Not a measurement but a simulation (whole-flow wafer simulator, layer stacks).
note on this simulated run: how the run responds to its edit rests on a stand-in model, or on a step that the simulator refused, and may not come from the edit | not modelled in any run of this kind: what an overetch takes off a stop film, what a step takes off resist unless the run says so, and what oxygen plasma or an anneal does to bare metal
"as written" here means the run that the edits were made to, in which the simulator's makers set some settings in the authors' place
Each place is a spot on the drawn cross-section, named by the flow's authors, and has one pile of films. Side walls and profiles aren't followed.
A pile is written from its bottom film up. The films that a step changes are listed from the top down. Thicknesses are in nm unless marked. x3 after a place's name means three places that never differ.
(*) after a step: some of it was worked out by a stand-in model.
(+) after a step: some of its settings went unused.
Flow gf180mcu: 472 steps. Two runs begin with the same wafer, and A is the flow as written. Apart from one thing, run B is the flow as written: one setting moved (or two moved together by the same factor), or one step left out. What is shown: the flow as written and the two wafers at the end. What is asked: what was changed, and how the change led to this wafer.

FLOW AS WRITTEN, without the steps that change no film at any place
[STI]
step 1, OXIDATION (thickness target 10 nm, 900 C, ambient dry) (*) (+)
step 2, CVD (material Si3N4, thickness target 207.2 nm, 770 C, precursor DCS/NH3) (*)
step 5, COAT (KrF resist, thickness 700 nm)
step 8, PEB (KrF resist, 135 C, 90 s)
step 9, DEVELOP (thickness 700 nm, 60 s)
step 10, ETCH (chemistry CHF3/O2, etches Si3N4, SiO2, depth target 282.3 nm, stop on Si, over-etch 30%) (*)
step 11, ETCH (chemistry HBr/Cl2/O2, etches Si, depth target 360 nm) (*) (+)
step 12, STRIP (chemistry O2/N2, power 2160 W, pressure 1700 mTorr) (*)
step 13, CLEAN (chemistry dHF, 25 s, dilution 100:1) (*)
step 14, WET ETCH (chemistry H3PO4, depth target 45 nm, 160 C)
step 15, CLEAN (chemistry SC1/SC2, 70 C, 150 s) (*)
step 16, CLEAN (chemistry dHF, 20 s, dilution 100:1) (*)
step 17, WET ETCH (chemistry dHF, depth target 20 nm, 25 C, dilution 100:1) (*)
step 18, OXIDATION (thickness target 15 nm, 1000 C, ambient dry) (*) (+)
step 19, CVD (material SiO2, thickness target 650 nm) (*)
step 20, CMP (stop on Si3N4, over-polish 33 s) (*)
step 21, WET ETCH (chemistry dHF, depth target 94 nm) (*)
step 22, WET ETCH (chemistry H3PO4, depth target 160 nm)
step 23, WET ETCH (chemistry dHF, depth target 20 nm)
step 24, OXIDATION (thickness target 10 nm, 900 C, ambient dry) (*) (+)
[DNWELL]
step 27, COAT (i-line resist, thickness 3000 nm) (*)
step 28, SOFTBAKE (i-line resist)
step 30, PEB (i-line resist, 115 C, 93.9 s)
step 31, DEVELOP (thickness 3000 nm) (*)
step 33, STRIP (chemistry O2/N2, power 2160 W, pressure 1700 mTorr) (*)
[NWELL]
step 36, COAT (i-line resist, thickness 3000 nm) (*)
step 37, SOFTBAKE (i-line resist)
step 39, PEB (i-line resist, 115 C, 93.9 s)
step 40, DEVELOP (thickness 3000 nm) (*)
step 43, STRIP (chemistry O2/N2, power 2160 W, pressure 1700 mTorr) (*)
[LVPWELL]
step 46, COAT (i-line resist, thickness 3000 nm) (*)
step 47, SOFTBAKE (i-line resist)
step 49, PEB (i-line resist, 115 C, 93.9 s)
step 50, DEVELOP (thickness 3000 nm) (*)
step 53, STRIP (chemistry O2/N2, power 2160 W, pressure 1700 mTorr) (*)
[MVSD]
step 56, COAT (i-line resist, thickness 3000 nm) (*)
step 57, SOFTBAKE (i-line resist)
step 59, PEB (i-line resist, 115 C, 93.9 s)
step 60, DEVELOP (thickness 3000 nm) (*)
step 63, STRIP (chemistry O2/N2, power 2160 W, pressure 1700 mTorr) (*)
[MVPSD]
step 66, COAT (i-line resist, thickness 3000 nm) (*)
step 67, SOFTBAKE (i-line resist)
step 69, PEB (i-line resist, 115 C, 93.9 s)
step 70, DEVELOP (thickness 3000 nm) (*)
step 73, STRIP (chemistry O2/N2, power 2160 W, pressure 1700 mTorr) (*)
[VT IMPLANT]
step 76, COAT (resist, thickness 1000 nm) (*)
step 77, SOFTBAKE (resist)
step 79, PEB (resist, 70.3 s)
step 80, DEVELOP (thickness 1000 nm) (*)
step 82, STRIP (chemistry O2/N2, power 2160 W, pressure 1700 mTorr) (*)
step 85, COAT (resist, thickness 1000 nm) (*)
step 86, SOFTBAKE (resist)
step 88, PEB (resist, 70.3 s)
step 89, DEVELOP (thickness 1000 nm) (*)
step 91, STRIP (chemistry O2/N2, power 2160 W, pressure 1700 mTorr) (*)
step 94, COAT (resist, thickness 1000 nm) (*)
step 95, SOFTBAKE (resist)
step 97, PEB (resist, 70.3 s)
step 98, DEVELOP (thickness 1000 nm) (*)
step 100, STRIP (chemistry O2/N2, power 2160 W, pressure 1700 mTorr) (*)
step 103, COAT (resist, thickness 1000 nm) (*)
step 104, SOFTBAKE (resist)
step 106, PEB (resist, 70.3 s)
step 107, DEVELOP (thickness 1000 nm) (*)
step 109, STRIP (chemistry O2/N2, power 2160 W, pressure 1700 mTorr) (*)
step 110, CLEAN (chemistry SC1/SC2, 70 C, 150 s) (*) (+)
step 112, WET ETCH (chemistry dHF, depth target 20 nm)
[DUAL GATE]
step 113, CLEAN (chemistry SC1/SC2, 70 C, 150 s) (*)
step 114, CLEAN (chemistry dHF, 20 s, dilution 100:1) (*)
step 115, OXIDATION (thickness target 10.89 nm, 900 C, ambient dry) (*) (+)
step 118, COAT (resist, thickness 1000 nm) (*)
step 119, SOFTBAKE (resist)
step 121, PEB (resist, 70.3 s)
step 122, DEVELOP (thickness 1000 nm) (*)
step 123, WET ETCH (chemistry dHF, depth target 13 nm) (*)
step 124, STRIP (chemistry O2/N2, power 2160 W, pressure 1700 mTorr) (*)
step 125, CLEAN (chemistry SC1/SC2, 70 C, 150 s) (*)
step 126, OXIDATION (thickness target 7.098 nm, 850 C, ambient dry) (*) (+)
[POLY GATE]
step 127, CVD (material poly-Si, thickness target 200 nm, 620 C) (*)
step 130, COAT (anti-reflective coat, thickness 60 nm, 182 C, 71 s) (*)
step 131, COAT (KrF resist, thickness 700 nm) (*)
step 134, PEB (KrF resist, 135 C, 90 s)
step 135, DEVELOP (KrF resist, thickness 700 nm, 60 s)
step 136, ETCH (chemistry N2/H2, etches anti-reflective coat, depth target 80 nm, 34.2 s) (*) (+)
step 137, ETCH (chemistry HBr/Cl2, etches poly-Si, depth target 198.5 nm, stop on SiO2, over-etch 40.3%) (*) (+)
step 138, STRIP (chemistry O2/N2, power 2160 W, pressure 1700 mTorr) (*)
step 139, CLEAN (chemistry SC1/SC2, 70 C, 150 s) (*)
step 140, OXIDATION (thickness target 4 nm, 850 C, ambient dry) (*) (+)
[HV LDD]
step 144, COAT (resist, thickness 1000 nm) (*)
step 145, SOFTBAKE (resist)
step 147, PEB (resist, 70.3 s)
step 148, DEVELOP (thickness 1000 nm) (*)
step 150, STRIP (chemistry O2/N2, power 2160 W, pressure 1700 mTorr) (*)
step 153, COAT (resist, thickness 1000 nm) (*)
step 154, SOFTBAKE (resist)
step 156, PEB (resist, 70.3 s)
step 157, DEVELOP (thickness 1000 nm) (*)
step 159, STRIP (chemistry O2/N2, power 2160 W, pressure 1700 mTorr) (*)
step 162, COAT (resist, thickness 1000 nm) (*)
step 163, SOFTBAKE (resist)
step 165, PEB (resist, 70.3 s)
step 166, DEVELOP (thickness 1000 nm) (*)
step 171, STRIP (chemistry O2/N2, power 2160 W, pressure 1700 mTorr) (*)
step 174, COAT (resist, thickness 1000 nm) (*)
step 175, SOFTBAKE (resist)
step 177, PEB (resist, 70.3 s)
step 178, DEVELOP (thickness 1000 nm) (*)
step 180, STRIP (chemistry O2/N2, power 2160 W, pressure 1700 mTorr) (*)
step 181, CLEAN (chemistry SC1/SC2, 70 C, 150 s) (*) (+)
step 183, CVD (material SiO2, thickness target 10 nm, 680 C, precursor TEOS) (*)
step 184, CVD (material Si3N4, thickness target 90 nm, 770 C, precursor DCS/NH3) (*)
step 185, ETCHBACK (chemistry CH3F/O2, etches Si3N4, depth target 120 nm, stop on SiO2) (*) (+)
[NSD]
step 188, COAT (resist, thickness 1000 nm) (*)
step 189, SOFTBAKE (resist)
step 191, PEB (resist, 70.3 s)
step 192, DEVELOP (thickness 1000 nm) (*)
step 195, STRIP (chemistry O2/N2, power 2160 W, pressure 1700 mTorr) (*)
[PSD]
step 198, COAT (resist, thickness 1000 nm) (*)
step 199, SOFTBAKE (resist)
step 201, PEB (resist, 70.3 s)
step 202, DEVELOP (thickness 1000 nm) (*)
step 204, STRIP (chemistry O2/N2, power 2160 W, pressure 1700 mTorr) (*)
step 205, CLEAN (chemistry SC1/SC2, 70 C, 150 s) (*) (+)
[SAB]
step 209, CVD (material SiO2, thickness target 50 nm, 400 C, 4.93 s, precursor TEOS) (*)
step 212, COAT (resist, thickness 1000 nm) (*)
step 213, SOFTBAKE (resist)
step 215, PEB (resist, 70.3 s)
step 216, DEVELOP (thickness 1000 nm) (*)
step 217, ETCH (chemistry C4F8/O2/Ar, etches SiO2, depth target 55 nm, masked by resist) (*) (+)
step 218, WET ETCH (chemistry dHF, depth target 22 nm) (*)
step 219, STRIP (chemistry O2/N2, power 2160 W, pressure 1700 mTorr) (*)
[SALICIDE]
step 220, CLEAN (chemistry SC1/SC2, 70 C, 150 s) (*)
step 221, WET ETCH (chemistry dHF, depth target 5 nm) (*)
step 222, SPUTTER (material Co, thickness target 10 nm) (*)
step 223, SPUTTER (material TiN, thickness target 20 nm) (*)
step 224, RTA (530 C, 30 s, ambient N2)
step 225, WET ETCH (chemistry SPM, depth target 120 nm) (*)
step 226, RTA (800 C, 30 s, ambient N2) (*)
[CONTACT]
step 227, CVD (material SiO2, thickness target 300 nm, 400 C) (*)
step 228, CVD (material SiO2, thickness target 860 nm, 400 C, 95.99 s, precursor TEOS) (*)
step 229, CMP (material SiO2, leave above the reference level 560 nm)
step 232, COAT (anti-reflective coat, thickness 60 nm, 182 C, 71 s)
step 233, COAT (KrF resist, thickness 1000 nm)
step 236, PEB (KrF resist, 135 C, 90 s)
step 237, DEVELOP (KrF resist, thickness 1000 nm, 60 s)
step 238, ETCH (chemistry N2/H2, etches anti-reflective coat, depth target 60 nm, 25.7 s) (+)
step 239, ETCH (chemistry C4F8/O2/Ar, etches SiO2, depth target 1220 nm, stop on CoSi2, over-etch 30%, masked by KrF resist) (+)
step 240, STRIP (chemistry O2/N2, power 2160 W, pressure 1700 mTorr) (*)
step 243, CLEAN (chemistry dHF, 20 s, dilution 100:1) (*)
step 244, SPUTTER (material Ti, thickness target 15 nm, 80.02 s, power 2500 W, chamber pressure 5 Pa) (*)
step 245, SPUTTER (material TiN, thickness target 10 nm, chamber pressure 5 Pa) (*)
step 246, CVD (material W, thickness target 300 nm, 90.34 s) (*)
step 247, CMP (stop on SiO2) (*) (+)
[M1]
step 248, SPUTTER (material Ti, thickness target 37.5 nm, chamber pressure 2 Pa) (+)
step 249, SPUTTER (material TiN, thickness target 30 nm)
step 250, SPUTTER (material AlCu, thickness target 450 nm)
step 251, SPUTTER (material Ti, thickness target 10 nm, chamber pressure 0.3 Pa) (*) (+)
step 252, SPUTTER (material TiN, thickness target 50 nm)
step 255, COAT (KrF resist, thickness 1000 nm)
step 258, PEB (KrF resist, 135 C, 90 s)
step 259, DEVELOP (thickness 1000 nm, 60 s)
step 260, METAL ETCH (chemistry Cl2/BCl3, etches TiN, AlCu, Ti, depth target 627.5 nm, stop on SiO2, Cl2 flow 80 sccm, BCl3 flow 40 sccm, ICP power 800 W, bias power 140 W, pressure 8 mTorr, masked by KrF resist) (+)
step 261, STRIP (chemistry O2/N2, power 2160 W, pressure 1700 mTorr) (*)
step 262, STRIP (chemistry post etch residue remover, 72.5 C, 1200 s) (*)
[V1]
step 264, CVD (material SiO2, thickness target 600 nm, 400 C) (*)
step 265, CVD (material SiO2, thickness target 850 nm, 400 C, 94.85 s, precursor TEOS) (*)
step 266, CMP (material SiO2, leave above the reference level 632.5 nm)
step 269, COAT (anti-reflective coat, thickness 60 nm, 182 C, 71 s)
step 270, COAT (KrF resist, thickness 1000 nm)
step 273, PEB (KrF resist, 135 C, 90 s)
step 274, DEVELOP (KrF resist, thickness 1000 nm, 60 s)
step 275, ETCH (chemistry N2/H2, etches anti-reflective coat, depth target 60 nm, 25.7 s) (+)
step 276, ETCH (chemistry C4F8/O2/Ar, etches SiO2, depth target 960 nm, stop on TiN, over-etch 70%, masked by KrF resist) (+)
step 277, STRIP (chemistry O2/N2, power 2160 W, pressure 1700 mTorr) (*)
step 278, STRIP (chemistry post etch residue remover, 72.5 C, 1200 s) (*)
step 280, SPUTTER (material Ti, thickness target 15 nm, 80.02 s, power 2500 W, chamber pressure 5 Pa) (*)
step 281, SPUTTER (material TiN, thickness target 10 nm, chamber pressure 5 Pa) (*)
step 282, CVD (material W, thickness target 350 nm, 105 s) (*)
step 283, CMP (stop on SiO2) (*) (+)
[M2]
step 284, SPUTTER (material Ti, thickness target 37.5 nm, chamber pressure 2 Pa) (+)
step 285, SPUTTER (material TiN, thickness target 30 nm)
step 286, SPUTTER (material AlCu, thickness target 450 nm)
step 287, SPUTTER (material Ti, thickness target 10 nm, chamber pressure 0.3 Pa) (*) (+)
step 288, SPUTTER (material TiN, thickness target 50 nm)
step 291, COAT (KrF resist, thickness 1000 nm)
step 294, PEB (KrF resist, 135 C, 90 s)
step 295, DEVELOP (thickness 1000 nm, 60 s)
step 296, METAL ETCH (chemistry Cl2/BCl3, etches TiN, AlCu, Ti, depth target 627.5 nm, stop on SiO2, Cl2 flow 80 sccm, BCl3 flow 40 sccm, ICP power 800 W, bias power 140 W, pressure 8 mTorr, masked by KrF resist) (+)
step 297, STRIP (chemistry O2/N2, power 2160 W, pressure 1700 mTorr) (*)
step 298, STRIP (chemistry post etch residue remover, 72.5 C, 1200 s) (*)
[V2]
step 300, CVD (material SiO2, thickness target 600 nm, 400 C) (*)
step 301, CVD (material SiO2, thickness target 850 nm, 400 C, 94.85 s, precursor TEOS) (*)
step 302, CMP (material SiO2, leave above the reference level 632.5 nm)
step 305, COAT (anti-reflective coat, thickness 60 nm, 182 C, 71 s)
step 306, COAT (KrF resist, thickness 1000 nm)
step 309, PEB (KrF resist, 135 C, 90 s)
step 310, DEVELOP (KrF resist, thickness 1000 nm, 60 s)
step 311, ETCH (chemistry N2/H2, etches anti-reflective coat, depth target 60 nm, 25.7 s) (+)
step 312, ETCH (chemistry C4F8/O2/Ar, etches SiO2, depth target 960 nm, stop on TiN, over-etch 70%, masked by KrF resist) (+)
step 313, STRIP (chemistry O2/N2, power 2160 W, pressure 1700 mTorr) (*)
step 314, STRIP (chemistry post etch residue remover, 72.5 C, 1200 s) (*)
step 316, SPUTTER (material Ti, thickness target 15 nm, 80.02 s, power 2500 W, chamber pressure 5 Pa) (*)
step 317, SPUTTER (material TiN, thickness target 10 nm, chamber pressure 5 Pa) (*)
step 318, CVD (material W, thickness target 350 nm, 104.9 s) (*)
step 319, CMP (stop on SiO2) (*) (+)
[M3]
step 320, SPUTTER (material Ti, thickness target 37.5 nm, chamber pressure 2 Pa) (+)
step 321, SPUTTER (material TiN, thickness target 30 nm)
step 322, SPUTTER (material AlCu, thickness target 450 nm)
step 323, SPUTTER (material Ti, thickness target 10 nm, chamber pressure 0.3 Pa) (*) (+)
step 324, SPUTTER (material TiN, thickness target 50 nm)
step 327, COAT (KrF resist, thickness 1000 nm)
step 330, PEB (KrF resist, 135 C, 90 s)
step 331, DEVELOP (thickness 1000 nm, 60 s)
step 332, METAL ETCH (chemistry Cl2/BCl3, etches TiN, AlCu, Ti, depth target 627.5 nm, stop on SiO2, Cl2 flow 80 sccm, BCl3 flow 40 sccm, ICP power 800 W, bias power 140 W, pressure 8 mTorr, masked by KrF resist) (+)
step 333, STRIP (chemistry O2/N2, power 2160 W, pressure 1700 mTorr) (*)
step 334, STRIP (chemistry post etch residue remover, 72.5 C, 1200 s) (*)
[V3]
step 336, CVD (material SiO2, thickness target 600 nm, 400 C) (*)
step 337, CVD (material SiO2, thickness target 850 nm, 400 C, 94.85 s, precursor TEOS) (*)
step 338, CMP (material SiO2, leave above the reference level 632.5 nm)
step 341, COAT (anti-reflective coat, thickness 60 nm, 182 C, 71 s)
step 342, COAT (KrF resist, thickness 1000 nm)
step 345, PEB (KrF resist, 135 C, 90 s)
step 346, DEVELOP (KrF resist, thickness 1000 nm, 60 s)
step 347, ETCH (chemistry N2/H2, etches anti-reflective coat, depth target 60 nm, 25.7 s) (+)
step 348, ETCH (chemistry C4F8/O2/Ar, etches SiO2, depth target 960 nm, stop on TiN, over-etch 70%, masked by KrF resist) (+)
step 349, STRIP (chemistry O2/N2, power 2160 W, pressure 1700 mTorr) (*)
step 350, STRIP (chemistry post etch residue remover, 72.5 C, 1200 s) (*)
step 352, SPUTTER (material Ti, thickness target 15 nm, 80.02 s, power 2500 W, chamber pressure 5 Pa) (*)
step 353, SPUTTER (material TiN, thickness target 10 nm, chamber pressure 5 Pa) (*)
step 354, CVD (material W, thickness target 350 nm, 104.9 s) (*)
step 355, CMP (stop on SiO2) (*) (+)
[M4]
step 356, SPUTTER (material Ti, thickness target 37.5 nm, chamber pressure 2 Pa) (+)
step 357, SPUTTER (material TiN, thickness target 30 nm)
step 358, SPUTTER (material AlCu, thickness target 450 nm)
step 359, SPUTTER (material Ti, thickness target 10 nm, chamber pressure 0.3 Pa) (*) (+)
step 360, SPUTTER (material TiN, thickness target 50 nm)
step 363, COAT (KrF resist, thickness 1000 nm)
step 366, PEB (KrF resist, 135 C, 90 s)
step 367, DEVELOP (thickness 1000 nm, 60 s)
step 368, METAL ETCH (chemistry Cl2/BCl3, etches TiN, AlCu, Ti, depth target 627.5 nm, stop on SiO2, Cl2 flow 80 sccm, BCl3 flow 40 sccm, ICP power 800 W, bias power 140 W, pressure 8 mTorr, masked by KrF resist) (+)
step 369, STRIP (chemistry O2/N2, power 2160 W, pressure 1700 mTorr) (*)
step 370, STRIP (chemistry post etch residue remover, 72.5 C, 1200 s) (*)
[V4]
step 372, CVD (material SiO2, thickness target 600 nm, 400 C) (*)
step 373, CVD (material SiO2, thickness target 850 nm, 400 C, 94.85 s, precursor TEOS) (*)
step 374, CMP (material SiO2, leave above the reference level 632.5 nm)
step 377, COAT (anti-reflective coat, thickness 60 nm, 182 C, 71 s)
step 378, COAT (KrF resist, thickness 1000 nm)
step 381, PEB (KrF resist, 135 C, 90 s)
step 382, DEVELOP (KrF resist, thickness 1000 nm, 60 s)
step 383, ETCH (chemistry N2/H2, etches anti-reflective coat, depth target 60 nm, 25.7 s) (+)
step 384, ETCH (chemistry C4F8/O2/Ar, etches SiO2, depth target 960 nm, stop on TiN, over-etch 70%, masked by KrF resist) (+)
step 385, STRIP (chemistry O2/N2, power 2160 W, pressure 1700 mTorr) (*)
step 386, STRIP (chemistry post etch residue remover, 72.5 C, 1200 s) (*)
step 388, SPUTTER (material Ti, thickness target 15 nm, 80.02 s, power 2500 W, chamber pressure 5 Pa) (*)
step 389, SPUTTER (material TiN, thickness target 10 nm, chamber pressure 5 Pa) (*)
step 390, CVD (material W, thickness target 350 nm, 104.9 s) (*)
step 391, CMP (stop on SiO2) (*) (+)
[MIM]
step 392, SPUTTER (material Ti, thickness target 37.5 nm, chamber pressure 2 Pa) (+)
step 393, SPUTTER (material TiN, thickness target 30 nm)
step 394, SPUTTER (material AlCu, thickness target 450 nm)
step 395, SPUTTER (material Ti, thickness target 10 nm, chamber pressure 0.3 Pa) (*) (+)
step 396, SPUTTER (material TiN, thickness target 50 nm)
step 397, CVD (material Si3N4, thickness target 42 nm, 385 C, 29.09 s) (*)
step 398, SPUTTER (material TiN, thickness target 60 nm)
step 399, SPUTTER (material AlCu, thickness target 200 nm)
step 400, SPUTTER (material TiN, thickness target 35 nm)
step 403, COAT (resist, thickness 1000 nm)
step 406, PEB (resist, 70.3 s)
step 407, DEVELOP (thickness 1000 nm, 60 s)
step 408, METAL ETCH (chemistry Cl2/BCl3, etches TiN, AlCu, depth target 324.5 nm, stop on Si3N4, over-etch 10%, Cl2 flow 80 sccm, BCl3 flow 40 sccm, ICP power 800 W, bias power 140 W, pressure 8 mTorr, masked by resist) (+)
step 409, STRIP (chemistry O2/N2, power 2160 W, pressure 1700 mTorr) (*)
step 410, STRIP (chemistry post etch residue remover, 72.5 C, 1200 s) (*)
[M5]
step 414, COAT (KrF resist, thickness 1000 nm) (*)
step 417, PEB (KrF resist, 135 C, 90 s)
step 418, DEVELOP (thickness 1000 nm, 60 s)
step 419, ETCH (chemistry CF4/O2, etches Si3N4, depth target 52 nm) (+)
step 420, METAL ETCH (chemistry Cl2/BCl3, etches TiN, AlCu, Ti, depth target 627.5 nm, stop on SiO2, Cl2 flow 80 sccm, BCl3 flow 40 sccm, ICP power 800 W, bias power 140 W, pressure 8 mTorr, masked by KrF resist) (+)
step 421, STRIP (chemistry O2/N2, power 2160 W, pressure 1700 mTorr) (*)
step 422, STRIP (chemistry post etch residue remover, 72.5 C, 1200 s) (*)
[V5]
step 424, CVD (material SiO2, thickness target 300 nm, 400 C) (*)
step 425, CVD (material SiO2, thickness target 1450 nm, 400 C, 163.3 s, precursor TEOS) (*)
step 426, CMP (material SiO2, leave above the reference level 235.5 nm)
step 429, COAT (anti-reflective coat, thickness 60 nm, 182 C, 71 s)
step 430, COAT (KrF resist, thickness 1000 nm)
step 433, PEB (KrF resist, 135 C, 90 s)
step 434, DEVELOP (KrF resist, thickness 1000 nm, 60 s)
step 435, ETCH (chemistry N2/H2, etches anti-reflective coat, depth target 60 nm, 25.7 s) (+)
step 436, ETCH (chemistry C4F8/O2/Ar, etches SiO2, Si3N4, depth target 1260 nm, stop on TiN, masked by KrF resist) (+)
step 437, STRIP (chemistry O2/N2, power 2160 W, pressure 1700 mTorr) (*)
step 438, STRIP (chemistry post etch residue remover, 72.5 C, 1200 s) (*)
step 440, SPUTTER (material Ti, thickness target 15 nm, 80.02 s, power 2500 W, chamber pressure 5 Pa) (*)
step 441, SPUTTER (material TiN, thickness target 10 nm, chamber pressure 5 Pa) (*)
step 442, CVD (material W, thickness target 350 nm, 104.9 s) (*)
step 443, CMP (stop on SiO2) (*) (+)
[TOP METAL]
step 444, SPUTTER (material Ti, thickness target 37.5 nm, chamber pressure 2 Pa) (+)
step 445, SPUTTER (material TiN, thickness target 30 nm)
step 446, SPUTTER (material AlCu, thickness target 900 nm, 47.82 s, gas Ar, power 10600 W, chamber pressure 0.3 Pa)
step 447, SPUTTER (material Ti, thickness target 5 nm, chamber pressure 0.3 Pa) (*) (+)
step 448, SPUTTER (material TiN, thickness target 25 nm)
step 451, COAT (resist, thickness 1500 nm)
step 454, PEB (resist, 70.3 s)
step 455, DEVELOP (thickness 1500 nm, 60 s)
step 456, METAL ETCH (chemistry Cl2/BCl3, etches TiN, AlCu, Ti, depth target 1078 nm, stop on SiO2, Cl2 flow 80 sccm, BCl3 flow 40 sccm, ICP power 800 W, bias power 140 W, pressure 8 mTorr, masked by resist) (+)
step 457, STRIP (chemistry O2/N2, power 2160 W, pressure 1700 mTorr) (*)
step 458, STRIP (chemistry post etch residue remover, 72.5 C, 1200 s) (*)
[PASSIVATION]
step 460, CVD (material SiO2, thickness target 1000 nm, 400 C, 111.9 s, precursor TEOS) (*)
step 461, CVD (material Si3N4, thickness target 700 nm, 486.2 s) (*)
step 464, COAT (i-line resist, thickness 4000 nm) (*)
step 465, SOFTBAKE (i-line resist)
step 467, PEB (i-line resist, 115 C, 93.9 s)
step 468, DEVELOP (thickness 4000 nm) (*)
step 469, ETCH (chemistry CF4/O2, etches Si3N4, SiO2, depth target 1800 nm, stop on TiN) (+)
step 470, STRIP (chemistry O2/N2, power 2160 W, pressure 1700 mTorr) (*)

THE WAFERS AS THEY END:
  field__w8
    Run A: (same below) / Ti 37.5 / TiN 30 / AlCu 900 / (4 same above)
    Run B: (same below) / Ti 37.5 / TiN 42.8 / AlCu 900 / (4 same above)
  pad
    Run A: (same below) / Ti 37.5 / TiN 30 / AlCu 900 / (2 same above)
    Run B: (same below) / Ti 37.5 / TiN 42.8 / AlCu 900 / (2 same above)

The reason: step 445, SPUTTER: thickness target 42.8 nm was run, whereas the flow has thickness target 30 nm.
The wafer lets one read it off: field__w8 has TiN 42.8, and step 445 as written asks for 30 nm.

Step by step, how the change led to this:
  step 445, SPUTTER (material TiN, thickness target 30 nm)
      field, field__w1, field__w2 and 109 more: A TiN gains 30 (new film) | B TiN gains 42.8 (new film)
  step 456, METAL ETCH (chemistry Cl2/BCl3, etches TiN, AlCu, Ti, depth target 1078 nm, stop on SiO2, Cl2 flow 80 sccm, BCl3 flow 40 sccm, ICP power 800 W, bias power 140 W, pressure 8 mTorr, masked by resist) (+)
      field, field__w1, field__w2 and 103 more: A TiN loses 25 (all of it), Ti loses 5 (all of it), AlCu loses 900 (all of it), TiN loses 30 (all of it), Ti loses 37.5 (all of it) | B TiN loses 25 (all of it), Ti loses 5 (all of it), AlCu loses 900 (all of it), TiN loses 42.8 (all of it), Ti loses 37.5 (all of it)
  step 465, SOFTBAKE (i-line resist)
      gate: A i-line resist gains 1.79 | B i-line resist loses 0.27
      ld_acc_p, ld_fp_p, ld_drift_p: A i-line resist gains 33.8 | B i-line resist gains 27.4
      (and at 56 other places as well)
